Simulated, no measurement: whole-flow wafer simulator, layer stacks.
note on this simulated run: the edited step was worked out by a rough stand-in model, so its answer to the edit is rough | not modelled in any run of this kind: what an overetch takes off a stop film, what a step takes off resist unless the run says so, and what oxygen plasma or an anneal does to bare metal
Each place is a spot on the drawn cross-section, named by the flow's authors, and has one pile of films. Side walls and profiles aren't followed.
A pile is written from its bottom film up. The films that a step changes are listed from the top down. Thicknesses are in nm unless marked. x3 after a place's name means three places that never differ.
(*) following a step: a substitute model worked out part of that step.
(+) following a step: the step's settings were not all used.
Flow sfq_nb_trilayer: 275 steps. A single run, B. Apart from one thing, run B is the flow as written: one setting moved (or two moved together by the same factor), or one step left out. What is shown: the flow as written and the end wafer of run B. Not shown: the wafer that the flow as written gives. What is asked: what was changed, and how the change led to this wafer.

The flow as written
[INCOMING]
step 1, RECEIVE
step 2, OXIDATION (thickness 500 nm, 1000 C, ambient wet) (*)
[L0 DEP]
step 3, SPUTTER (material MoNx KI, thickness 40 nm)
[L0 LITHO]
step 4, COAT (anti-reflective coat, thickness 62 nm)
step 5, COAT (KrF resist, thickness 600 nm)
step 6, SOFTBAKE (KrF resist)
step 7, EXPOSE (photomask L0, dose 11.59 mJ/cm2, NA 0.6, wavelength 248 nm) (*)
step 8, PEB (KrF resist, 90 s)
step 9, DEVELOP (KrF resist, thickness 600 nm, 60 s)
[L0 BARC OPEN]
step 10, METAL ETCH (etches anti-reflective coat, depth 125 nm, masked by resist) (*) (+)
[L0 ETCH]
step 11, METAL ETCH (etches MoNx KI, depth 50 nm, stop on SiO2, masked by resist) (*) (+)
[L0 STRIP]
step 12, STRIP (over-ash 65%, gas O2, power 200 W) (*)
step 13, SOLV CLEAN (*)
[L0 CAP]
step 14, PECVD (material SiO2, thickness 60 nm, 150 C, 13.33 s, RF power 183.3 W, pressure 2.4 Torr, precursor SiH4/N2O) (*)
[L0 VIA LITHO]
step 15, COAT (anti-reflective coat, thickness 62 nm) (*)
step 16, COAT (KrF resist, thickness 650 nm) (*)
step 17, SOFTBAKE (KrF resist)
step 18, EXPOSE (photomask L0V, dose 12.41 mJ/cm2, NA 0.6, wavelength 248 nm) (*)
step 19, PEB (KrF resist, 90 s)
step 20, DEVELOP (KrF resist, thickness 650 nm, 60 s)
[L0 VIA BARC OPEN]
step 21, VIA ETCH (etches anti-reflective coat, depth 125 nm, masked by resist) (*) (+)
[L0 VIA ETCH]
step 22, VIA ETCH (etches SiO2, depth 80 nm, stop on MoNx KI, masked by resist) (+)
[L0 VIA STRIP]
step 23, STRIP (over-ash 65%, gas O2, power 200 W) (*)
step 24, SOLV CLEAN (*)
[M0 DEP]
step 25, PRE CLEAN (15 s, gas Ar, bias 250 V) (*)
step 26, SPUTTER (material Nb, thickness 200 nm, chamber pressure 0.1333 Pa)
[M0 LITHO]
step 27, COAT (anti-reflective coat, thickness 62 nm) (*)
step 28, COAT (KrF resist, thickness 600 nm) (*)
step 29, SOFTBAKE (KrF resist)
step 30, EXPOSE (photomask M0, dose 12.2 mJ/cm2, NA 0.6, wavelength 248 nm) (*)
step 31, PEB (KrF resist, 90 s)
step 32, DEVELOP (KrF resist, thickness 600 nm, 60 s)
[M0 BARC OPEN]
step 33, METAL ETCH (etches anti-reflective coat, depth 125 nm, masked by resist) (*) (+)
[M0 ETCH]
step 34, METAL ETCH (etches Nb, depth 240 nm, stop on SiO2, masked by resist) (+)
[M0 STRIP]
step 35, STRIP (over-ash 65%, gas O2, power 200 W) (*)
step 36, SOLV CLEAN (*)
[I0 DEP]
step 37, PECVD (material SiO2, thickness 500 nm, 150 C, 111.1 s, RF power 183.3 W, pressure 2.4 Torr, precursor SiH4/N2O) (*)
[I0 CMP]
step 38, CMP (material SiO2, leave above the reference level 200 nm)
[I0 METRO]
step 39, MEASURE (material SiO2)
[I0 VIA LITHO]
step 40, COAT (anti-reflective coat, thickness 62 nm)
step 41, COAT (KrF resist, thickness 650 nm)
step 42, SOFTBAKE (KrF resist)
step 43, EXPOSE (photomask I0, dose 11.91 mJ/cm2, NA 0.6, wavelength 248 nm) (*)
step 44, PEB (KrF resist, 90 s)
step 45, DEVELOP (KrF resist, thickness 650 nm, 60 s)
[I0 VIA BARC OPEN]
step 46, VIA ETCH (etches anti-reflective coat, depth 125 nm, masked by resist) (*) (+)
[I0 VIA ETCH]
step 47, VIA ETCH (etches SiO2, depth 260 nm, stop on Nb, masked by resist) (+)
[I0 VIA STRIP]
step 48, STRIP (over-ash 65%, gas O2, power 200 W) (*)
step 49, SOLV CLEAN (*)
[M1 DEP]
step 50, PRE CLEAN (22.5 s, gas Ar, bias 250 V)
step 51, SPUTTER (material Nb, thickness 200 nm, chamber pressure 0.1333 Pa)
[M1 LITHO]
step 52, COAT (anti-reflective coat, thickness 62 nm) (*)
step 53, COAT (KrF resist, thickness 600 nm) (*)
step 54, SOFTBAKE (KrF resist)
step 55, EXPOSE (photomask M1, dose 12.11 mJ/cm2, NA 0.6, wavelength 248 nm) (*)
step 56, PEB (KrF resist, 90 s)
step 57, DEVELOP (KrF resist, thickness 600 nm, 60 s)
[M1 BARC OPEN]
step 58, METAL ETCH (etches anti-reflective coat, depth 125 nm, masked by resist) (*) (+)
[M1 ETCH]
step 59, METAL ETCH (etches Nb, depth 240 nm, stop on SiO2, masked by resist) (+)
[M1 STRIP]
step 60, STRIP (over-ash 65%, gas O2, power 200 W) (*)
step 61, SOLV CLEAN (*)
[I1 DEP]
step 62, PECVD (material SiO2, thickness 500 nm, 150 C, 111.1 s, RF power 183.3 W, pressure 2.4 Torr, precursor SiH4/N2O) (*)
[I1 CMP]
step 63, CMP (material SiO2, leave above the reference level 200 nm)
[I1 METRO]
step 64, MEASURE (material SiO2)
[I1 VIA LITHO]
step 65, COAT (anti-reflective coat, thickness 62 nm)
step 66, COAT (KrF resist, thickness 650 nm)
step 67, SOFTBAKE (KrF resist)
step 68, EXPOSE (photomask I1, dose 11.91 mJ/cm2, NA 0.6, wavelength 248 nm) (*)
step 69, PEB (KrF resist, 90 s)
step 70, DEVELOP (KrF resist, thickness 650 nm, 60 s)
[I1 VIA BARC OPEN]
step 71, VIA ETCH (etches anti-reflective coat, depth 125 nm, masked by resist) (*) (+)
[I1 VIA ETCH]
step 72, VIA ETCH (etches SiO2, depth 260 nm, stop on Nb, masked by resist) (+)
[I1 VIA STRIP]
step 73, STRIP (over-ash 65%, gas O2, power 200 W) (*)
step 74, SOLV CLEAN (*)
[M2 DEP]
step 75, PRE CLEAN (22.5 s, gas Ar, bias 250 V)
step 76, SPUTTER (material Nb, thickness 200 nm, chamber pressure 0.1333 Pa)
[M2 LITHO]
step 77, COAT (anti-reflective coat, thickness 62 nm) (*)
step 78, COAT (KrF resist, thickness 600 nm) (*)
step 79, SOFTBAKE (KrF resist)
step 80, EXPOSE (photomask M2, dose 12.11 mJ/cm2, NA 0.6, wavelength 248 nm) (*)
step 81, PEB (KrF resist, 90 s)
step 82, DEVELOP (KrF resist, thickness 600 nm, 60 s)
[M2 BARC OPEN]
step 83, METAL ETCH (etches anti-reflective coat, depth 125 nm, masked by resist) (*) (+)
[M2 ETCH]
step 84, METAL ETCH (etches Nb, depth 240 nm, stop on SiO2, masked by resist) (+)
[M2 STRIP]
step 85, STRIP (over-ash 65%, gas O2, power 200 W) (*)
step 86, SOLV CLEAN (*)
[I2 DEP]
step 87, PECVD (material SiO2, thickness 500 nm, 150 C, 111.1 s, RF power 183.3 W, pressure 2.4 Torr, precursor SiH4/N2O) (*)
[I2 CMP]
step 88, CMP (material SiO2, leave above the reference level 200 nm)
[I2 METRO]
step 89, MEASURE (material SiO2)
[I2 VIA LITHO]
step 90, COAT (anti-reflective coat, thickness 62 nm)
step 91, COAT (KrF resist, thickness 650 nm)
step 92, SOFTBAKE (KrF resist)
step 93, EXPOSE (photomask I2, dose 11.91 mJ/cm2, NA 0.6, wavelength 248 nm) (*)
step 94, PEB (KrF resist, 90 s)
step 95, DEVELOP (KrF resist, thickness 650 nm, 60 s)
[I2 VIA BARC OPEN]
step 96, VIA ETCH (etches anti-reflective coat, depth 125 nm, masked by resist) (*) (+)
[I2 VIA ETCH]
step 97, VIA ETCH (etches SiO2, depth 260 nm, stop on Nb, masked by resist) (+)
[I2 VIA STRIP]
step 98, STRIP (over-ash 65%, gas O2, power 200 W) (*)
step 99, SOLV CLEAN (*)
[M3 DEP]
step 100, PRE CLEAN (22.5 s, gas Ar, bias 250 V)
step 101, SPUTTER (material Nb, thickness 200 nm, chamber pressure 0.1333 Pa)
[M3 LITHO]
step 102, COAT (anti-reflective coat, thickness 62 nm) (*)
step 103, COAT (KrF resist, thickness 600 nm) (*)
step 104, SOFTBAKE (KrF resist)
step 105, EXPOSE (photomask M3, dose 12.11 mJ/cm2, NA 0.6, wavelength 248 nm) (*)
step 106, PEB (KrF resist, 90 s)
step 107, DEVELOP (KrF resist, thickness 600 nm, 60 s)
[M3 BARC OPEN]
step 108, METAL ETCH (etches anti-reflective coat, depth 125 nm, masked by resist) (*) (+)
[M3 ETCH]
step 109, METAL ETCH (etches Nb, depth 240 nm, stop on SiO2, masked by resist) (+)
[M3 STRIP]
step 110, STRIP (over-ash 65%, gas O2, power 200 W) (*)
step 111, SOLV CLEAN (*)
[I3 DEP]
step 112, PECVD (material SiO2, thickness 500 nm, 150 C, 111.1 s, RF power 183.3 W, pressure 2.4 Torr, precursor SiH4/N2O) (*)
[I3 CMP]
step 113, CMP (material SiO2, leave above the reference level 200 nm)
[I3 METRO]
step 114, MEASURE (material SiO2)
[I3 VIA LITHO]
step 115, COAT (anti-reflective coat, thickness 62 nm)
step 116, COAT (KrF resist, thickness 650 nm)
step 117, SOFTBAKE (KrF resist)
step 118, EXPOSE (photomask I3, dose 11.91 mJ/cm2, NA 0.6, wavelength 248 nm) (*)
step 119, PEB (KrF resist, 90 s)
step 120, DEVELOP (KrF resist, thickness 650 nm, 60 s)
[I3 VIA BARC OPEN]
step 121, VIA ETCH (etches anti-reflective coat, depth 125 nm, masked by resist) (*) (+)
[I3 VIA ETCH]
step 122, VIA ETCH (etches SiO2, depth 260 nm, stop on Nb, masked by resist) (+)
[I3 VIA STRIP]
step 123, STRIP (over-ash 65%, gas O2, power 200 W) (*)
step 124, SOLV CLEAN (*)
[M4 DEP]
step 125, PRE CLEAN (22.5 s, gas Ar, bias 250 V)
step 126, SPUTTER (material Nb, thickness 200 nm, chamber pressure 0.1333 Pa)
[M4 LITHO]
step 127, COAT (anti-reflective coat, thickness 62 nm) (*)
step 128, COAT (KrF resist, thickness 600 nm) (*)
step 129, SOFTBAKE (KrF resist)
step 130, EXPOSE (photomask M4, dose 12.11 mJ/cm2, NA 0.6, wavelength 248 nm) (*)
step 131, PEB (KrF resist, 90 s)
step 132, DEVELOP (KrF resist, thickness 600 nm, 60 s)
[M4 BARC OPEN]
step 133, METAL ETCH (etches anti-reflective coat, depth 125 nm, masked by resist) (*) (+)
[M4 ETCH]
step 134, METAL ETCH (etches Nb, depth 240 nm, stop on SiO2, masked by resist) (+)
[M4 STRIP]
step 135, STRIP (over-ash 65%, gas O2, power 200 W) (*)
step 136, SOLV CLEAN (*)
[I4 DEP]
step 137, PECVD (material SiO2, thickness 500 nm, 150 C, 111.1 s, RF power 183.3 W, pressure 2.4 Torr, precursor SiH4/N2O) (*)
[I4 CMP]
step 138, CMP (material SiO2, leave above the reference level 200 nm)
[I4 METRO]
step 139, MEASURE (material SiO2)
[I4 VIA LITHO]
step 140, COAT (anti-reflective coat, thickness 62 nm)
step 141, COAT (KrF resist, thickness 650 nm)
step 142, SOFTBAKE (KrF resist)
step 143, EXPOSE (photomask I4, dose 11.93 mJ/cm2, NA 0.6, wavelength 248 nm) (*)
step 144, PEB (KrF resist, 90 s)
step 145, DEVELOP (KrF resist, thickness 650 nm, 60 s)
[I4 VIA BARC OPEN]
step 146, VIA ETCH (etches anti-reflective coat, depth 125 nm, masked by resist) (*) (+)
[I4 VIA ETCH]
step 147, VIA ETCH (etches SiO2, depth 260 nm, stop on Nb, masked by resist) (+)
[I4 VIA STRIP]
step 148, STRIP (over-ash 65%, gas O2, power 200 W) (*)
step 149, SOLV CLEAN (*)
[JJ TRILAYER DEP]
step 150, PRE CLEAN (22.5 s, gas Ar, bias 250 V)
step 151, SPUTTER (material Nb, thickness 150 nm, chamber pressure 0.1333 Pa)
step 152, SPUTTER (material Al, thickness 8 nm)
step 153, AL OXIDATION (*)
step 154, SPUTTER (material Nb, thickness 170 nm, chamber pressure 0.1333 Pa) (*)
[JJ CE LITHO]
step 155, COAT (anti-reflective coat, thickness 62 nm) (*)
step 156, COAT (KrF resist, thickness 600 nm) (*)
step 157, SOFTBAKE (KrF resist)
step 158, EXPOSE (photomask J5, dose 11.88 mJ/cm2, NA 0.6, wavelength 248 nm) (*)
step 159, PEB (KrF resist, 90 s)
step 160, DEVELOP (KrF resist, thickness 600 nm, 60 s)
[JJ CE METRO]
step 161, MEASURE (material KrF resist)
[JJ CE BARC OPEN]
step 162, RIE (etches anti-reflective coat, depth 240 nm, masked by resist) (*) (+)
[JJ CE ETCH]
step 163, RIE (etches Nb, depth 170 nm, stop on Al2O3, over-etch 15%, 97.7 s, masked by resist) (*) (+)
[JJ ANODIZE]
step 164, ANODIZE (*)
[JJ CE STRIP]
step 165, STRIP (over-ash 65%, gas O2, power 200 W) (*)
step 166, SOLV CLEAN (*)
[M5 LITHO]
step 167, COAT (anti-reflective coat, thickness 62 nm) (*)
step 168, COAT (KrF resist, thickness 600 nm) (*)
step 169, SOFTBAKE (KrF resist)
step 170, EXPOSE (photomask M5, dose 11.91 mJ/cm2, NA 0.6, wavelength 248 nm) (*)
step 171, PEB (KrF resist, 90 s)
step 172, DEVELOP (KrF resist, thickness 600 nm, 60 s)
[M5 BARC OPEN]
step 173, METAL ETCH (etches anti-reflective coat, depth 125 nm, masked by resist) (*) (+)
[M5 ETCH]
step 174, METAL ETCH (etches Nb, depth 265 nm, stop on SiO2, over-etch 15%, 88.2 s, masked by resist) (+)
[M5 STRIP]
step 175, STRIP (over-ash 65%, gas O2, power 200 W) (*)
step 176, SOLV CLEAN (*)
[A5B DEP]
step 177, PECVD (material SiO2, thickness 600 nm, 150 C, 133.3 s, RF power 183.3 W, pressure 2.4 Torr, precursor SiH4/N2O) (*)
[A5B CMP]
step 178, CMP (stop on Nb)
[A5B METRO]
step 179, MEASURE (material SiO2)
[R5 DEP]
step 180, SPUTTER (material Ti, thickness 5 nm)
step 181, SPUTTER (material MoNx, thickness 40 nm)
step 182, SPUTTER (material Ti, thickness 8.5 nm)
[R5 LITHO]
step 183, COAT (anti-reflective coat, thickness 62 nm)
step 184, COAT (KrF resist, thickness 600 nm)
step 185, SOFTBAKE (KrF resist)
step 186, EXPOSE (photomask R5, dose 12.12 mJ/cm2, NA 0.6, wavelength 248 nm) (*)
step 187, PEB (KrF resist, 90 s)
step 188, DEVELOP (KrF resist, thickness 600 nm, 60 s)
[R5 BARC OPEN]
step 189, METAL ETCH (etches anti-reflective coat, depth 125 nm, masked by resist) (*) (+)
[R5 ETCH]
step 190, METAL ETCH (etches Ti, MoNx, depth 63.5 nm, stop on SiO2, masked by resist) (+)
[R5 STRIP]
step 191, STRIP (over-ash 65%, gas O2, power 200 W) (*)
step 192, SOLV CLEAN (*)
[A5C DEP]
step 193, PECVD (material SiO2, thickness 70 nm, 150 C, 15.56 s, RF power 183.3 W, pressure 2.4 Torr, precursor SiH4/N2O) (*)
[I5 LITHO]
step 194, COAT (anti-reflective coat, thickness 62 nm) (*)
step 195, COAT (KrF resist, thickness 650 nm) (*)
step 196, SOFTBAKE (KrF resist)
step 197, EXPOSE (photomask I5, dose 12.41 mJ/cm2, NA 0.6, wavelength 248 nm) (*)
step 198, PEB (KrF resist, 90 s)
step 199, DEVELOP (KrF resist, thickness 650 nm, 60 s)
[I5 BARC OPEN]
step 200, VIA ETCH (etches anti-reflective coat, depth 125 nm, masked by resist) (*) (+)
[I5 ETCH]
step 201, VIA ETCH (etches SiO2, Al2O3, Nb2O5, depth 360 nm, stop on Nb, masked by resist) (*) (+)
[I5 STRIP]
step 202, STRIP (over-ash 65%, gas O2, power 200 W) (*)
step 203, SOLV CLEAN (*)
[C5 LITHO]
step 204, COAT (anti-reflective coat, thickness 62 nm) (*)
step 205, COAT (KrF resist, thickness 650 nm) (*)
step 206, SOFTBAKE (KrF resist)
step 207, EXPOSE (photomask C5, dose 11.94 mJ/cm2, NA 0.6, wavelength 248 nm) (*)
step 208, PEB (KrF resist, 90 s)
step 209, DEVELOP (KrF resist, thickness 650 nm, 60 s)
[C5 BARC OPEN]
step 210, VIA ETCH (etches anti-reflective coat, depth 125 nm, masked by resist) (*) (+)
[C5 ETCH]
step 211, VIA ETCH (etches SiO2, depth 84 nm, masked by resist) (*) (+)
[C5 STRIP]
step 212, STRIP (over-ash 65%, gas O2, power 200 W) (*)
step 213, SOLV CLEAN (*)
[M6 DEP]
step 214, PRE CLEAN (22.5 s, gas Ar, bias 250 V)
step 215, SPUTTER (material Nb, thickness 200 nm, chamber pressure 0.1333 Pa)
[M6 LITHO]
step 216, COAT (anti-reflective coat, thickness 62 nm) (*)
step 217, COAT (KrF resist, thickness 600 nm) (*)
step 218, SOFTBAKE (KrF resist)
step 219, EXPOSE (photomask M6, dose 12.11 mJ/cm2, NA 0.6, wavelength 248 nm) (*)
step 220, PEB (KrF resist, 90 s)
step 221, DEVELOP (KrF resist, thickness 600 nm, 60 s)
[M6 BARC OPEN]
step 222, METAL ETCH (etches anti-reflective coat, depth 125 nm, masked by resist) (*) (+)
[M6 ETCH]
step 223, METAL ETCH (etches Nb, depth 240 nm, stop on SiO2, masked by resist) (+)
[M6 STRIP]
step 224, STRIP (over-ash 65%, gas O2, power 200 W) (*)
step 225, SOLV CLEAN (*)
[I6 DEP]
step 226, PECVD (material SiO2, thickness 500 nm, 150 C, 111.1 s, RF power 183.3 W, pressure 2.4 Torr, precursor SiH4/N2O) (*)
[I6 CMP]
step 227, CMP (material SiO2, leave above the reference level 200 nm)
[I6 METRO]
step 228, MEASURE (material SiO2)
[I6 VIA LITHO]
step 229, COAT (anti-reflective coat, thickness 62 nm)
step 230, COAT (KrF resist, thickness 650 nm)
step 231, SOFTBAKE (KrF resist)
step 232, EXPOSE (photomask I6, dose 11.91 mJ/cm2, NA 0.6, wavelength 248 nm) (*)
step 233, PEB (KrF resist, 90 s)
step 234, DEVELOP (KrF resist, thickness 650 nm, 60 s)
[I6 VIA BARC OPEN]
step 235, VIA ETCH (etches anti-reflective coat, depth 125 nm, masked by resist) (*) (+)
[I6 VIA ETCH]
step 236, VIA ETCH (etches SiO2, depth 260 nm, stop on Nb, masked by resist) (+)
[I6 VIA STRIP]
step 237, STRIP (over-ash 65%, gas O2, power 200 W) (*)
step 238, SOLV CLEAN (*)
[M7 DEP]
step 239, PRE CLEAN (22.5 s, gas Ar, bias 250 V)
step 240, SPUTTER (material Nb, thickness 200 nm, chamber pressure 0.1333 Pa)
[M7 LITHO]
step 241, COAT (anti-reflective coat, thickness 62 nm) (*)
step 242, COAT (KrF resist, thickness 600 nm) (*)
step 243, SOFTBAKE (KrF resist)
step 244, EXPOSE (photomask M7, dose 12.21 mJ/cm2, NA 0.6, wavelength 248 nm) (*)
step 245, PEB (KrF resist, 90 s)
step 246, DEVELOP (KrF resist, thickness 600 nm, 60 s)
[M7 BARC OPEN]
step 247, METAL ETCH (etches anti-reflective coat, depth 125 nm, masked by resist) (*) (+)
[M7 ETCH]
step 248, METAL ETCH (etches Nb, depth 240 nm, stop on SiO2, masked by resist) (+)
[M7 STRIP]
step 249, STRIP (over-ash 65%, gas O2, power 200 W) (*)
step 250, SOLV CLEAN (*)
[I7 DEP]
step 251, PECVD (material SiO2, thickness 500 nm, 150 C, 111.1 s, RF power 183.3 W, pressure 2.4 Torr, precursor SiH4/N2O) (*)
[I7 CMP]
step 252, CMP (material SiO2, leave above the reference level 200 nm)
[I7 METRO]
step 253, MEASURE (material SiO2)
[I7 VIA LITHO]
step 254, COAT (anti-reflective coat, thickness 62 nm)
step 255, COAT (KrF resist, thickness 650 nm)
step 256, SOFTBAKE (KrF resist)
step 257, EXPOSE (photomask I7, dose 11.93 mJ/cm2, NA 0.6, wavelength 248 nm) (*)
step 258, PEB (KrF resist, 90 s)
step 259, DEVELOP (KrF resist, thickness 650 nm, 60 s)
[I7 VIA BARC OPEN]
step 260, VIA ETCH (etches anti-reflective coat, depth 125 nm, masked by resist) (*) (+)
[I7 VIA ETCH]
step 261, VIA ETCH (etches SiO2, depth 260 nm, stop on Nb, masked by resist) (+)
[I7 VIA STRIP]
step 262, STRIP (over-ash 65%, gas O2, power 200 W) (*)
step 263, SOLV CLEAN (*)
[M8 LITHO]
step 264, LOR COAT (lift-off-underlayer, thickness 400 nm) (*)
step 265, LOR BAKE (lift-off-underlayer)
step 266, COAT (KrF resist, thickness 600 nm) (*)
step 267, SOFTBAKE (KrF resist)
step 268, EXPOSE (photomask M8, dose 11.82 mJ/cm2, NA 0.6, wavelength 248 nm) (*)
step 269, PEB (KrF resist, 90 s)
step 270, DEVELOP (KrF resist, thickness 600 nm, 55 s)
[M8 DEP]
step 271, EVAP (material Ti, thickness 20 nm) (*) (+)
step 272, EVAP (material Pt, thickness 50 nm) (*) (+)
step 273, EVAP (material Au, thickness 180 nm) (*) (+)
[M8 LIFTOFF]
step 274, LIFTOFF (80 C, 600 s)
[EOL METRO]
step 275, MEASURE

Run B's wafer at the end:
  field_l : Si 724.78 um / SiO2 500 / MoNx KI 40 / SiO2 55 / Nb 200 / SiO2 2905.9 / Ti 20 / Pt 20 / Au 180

What caused this: step 272, EVAP: thickness 20 nm was run, while the flow as written has thickness 50 nm.
The wafer itself shows it: field_l has Pt 20, and step 272 as written asks for 50 nm.

Step by step, how the change led to this:
  step 272, EVAP (material Pt, thickness 50 nm) (*) (+)
      field_l, v_sur, via_wl and 103 more: Pt gains 20 (new film) (it would be, as written: Pt gains 50 (new film))
  step 274, LIFTOFF (80 C, 600 s)
      p4_fl, p4_fm, p4_w1 and 71 more: Au loses 180 (all of it), Pt loses 20 (all of it), Ti loses 20 (all of it), KrF resist loses 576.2 (all of it), lift-off-underlayer loses 400 (all of it) (it would be, as written: Au loses 180 (all of it), Pt loses 50 (all of it), Ti loses 20 (all of it), KrF resist loses 576.2 (all of it), lift-off-underlayer loses 400 (all of it))
      c5j, ce_r: Au loses 180 (all of it), Pt loses 20 (all of it), Ti loses 20 (all of it), KrF resist loses 573.3 (all of it), lift-off-underlayer loses 399.3 (all of it) (it would be, as written: Au loses 180 (all of it), Pt loses 50 (all of it), Ti loses 20 (all of it), KrF resist loses 573.3 (all of it), lift-off-underlayer loses 399.3 (all of it))
      (also at 19 further places)
